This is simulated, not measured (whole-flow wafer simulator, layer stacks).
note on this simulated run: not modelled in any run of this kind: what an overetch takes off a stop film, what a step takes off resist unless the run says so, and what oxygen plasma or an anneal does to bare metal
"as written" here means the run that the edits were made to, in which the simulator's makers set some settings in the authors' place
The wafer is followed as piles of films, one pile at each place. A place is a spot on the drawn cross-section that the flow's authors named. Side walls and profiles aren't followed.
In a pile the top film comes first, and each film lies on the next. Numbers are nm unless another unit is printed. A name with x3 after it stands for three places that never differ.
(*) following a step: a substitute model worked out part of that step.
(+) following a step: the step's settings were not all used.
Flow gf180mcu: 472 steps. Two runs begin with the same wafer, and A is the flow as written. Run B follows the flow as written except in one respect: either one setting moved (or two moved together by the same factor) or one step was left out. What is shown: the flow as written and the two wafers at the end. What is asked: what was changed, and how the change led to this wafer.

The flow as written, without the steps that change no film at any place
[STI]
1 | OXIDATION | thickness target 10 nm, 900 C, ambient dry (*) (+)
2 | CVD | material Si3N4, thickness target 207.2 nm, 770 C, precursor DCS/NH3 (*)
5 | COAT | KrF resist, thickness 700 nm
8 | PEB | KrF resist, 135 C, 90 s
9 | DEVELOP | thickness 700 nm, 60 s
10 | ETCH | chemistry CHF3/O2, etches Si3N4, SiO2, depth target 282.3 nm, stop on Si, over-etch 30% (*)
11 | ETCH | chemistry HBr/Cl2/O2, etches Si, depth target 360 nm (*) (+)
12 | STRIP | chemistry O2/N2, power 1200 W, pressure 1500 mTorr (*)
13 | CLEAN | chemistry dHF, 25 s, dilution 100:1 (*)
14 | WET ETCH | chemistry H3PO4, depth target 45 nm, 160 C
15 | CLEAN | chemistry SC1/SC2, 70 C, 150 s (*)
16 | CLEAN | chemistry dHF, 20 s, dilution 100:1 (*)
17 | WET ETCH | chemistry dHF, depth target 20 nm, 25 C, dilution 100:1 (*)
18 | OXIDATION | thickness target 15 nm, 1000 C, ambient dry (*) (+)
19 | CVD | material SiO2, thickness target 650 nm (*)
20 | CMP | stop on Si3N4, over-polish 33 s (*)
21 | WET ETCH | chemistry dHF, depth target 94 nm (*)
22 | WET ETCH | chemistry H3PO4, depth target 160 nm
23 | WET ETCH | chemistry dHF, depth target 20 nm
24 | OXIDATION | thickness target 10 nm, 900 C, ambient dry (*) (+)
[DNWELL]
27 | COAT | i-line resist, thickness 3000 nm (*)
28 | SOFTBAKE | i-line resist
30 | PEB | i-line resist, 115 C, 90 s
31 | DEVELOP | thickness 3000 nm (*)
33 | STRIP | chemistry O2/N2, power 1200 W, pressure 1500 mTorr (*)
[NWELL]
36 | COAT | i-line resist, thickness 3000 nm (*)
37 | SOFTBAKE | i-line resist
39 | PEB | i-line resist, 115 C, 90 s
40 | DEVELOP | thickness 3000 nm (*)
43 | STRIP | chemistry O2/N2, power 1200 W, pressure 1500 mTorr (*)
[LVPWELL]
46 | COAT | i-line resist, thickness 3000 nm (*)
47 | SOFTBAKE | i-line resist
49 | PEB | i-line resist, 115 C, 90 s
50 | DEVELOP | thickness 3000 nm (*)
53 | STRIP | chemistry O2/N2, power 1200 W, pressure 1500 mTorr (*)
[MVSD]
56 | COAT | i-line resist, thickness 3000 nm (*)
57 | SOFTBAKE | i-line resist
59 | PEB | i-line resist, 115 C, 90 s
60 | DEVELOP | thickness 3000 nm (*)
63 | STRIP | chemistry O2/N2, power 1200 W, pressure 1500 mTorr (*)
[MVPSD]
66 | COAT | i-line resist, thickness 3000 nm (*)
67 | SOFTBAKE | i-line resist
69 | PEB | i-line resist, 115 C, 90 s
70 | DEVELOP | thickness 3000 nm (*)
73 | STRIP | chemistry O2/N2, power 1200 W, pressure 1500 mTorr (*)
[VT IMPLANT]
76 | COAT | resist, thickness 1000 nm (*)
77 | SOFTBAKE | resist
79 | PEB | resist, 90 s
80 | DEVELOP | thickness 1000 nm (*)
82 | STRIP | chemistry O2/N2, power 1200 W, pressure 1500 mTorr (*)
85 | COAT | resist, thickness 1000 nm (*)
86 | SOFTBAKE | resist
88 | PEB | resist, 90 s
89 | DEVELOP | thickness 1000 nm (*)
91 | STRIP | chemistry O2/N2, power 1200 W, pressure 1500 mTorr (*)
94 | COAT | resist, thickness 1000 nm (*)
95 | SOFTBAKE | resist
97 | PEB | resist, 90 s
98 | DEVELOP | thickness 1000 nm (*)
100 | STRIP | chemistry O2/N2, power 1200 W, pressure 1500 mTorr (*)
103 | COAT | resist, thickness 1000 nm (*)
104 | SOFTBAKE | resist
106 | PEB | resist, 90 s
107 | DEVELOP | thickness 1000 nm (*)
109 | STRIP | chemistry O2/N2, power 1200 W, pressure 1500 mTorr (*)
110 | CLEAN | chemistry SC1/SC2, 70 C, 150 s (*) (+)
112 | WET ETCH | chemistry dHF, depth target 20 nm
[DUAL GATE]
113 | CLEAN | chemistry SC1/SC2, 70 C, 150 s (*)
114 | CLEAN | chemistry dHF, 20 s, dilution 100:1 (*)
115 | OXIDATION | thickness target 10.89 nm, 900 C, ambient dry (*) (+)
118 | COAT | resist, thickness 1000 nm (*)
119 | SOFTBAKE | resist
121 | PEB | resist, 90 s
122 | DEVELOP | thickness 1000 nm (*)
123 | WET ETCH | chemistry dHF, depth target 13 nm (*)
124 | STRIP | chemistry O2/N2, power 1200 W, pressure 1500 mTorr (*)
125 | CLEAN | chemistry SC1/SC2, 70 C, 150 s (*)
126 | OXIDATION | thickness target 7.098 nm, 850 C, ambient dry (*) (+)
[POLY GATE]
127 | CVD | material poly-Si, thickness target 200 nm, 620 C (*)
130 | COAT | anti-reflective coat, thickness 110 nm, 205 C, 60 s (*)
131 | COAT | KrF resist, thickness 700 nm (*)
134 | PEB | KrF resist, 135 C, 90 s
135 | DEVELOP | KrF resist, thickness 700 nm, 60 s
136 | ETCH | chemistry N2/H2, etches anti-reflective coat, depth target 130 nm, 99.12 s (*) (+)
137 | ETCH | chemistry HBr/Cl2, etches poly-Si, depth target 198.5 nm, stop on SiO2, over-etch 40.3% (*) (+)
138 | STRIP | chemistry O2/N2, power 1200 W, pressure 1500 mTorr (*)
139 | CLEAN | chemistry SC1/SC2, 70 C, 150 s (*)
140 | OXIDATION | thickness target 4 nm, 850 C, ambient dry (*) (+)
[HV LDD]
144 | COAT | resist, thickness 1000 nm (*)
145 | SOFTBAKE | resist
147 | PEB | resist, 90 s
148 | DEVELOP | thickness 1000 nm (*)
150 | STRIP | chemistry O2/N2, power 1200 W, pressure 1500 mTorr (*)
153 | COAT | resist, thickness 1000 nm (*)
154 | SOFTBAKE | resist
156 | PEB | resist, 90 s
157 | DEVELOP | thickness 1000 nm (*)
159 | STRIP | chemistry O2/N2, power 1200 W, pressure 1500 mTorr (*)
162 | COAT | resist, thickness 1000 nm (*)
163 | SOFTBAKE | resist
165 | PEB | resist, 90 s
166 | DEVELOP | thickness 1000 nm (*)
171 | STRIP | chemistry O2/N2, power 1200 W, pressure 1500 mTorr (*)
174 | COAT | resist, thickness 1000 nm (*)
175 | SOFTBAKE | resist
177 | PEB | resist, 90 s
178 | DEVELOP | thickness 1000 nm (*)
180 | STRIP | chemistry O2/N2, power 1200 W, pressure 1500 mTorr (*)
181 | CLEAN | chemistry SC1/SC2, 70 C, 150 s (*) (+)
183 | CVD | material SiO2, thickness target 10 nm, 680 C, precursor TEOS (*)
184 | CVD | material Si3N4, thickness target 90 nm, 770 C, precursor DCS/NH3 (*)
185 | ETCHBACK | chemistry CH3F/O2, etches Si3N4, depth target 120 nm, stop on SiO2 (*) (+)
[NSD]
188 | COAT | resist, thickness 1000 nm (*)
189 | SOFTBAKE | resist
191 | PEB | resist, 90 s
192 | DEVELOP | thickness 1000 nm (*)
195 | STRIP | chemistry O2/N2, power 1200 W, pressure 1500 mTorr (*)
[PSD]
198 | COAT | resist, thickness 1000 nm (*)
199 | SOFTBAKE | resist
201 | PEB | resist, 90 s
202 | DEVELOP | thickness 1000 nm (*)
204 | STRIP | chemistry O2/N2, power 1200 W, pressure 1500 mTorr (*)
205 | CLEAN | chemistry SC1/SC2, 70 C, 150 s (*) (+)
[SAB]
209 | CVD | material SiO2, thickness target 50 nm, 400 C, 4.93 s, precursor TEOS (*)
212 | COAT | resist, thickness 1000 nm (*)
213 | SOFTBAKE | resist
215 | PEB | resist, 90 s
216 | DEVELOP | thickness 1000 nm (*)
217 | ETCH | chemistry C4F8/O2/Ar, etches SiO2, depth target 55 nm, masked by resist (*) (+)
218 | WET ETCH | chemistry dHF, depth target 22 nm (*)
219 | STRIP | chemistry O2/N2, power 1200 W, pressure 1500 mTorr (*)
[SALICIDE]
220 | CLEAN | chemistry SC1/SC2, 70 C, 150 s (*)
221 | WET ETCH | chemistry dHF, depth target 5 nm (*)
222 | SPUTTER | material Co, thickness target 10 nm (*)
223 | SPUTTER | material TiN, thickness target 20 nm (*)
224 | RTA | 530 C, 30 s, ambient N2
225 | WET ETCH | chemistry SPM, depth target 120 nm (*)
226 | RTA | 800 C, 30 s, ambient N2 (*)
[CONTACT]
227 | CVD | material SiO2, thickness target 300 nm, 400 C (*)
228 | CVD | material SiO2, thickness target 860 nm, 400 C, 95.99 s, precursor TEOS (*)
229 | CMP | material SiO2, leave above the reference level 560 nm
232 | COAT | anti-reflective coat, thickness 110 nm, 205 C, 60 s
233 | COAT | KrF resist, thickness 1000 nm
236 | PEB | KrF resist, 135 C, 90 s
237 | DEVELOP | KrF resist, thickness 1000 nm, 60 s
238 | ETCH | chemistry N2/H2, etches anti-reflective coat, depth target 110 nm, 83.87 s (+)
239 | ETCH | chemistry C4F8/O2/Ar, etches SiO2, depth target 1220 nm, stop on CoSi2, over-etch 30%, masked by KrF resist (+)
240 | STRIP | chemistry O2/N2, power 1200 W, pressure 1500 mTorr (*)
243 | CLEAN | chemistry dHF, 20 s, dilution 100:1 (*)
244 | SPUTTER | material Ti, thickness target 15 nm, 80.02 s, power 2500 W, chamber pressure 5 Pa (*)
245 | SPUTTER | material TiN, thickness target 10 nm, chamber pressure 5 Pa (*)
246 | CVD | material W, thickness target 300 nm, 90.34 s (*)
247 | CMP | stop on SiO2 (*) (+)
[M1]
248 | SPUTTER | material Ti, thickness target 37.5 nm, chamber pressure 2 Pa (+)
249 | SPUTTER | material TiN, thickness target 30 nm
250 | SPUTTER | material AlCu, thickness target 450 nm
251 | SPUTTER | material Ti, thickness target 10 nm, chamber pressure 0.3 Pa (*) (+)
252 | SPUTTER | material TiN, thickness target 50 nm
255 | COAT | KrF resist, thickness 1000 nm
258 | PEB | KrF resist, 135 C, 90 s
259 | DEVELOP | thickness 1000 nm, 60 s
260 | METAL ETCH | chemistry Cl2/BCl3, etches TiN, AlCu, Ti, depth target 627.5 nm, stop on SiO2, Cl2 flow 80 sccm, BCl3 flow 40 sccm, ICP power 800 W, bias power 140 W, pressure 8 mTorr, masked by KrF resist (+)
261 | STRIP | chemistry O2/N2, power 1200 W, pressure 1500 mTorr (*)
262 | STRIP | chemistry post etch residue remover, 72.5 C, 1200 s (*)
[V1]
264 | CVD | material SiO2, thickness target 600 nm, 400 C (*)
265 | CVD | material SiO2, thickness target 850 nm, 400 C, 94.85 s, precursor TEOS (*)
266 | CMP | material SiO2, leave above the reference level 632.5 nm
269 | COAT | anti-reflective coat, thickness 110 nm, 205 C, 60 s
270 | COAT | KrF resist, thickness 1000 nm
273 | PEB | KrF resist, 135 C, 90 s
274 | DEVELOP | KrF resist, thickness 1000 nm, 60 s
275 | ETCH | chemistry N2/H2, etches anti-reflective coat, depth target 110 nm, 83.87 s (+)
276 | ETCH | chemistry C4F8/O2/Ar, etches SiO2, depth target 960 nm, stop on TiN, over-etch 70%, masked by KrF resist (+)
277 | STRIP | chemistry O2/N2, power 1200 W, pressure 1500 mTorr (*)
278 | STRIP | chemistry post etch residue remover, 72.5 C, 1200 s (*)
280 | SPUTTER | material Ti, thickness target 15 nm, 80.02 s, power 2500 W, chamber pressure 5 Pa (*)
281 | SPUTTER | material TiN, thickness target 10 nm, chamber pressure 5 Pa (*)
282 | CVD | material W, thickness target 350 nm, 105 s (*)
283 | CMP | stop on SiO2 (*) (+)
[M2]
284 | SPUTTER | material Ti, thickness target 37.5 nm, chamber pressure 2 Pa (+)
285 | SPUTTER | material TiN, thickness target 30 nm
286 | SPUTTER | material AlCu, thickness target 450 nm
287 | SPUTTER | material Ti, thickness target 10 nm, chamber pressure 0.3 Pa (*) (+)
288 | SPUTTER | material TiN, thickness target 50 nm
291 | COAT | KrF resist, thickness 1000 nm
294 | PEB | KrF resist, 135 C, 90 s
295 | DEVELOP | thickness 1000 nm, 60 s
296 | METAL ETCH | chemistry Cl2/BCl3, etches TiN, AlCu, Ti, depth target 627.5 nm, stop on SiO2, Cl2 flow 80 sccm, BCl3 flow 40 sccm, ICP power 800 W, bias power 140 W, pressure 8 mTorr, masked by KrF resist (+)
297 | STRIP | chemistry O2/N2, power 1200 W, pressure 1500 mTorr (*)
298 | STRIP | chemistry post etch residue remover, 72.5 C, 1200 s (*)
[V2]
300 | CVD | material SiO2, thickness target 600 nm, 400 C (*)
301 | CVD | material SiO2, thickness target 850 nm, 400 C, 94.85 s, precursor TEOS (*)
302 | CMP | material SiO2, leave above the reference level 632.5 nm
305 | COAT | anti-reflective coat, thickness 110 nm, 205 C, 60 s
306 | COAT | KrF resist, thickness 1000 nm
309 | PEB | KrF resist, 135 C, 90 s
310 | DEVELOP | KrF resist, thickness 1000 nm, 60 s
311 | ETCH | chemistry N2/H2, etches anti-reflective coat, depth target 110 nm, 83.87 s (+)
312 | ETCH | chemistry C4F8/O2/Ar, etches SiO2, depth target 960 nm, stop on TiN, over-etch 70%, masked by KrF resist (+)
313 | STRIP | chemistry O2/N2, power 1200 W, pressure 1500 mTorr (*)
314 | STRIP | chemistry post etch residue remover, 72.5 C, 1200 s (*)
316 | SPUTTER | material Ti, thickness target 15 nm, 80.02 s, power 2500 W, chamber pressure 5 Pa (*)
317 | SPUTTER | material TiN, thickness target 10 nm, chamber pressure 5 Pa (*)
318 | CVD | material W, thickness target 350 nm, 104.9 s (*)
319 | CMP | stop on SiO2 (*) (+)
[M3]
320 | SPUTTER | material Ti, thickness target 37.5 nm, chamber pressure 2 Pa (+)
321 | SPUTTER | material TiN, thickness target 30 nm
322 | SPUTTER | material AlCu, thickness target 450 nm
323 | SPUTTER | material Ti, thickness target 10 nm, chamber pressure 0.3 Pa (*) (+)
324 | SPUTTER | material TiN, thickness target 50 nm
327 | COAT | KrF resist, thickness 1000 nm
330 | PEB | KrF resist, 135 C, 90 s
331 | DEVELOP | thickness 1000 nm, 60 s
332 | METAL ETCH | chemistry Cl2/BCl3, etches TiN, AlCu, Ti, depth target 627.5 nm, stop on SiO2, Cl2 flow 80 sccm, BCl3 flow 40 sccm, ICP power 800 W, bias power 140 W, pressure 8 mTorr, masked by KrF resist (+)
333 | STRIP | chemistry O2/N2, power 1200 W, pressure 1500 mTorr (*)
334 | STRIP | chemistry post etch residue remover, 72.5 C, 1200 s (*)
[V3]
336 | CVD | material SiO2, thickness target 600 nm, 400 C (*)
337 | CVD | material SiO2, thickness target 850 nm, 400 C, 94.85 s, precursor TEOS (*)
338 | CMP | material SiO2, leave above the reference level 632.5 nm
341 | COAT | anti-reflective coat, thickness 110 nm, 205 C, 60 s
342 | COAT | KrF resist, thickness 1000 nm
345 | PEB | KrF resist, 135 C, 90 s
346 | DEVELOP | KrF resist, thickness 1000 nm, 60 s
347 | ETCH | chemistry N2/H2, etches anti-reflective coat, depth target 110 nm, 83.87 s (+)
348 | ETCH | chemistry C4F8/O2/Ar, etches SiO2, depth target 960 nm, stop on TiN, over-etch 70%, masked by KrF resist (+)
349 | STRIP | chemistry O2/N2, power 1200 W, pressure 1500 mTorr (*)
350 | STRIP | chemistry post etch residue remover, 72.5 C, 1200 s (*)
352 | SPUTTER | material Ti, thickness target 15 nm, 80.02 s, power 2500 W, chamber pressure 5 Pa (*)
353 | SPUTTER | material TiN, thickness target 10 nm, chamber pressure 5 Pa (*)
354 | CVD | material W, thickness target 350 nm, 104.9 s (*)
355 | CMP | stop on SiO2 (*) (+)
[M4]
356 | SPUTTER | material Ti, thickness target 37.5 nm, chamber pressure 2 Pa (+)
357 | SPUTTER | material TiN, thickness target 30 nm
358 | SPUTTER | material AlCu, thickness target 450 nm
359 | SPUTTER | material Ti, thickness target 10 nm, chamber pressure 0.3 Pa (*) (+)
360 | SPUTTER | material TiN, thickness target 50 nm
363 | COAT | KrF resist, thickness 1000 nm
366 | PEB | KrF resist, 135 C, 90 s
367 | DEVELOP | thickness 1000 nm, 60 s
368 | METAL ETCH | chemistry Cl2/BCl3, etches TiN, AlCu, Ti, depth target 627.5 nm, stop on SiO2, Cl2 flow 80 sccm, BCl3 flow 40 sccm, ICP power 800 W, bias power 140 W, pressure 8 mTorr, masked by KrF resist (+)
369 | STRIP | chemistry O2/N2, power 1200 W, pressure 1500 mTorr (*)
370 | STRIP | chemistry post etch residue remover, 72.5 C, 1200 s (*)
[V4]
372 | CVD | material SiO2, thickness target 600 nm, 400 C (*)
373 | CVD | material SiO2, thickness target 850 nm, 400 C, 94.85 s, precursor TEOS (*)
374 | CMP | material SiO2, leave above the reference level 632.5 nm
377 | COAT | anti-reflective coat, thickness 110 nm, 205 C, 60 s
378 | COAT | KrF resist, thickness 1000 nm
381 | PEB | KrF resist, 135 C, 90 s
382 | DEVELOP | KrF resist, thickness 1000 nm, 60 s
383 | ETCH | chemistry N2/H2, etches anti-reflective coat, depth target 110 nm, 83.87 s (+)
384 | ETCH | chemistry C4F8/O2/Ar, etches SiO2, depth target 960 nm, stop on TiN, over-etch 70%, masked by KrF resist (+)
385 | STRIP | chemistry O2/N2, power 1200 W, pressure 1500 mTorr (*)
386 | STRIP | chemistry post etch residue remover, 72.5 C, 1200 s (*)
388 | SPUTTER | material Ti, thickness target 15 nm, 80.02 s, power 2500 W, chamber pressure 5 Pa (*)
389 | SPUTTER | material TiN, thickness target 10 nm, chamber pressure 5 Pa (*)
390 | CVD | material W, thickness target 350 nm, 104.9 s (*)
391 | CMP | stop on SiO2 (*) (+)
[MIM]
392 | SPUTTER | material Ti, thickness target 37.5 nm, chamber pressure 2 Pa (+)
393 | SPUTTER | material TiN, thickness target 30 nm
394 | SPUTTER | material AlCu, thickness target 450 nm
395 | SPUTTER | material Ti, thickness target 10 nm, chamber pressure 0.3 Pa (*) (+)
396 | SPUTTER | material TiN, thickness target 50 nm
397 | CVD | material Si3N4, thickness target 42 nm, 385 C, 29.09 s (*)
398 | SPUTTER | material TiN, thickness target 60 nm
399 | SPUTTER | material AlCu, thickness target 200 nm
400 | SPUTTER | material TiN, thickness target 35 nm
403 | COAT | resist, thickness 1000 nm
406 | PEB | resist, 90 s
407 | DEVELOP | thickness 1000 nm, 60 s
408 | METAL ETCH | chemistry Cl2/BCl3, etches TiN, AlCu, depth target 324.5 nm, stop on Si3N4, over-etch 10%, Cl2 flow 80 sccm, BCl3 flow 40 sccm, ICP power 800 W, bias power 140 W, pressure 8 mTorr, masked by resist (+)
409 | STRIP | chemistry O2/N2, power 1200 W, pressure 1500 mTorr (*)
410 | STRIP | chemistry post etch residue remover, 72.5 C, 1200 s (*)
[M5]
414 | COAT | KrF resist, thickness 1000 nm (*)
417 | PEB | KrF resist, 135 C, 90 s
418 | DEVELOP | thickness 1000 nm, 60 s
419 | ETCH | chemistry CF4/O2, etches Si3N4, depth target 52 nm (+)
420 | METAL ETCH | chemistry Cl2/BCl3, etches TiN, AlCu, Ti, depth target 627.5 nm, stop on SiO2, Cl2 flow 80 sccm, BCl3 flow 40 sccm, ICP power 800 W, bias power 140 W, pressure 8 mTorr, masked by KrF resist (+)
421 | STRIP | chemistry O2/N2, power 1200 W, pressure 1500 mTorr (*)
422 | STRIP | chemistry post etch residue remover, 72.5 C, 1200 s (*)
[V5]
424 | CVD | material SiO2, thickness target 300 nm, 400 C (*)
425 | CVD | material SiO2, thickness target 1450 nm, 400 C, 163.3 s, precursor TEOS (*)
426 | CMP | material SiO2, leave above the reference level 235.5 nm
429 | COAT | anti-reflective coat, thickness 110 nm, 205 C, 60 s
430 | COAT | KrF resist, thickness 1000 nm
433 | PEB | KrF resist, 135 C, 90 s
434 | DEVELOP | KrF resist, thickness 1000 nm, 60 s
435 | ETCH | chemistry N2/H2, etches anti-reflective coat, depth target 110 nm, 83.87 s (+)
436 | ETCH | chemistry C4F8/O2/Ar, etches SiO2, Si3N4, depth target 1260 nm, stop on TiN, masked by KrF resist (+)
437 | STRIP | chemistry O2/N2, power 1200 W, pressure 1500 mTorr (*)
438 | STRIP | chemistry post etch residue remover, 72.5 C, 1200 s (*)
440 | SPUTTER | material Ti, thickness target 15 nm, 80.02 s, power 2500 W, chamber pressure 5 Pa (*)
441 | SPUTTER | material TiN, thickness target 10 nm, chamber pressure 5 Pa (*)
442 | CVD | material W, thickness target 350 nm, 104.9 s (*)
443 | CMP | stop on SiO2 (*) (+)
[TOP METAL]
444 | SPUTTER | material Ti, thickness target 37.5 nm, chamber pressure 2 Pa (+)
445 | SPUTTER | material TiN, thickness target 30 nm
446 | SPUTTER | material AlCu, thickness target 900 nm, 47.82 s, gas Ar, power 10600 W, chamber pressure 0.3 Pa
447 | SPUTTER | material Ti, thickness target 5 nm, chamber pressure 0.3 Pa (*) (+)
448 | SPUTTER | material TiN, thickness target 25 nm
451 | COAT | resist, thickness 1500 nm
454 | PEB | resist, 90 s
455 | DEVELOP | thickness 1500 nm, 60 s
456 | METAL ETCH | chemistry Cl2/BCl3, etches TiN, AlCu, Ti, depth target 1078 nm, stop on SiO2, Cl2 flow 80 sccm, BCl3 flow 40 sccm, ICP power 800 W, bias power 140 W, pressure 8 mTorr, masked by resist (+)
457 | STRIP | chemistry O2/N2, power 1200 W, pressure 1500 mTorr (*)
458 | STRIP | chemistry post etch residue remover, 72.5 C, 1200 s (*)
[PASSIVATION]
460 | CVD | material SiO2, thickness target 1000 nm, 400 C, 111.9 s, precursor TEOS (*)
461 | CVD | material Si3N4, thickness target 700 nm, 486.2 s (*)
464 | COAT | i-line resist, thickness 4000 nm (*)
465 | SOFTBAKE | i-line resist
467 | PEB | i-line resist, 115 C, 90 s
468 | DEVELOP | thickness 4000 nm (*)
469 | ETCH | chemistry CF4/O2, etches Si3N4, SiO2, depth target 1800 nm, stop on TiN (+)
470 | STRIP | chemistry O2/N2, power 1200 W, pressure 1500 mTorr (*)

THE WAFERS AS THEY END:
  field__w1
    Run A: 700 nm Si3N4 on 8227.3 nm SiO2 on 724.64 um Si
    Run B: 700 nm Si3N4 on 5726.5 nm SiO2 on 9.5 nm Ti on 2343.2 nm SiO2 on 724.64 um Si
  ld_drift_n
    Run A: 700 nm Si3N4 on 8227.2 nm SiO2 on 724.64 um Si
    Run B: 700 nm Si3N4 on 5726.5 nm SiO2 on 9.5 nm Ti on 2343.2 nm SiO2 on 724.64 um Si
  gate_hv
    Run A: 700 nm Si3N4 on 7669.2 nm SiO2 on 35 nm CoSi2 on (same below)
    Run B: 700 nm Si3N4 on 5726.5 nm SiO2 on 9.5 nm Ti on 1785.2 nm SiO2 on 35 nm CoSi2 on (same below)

Cause: step 286, SPUTTER: thickness target 302 nm was run, while the flow as written has thickness target 450 nm; step 296, METAL ETCH: depth target 420 nm was run, where the flow has depth target 627.5 nm.

The path from the change to this, step by step:
  286 | SPUTTER | material AlCu, thickness target 450 nm
      field, field__w1, field__w2 and 108 more: A AlCu gains 450 (new film) | B AlCu gains 302 (new film)
  296 | METAL ETCH | chemistry Cl2/BCl3, etches TiN, AlCu, Ti, depth target 627.5 nm, stop on SiO2, Cl2 flow 80 sccm, BCl3 flow 40 sccm, ICP power 800 W, bias power 140 W, pressure 8 mTorr, masked by KrF resist (+)
      field, field__w1, field__w2 and 103 more: A TiN loses 50 (all of it), Ti loses 10 (all of it), AlCu loses 450 (all of it), TiN loses 30 (all of it), Ti loses 37.5 (all of it) | B TiN loses 50 (all of it), Ti loses 10 (all of it), AlCu loses 302 (all of it), TiN loses 30 (all of it), Ti loses 28
      field__w8, contact, m1, m1__w1, m1_nw: A KrF resist loses 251 | B KrF resist loses 168
  297 | STRIP | chemistry O2/N2, power 1200 W, pressure 1500 mTorr (*)
      field__w8, contact, m1, m1__w1, m1_nw: A KrF resist loses 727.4 (all of it) | B KrF resist loses 810.4 (all of it)
  300 | CVD | material SiO2, thickness target 600 nm, 400 C (*)
      field, field__w1, field__w2 and 103 more: A SiO2 gains 600 | B SiO2 gains 600 (new film)
  302 | CMP | material SiO2, leave above the reference level 632.5 nm
      field, field__w1, field__w2 and 103 more: A SiO2 loses 300 | B SiO2 loses 457.5
If metal films that touch count as one body, field__w1 has 1 body; the flow as written gives 0 bodies.
If metal films that touch count as one body, ld_drift_n has 1 body; the flow as written gives 0 bodies.
If metal films that touch count as one body, gate_hv has 2 bodies (between them, from the top down: SiO2 1785.2); the flow as written gives 1 body.
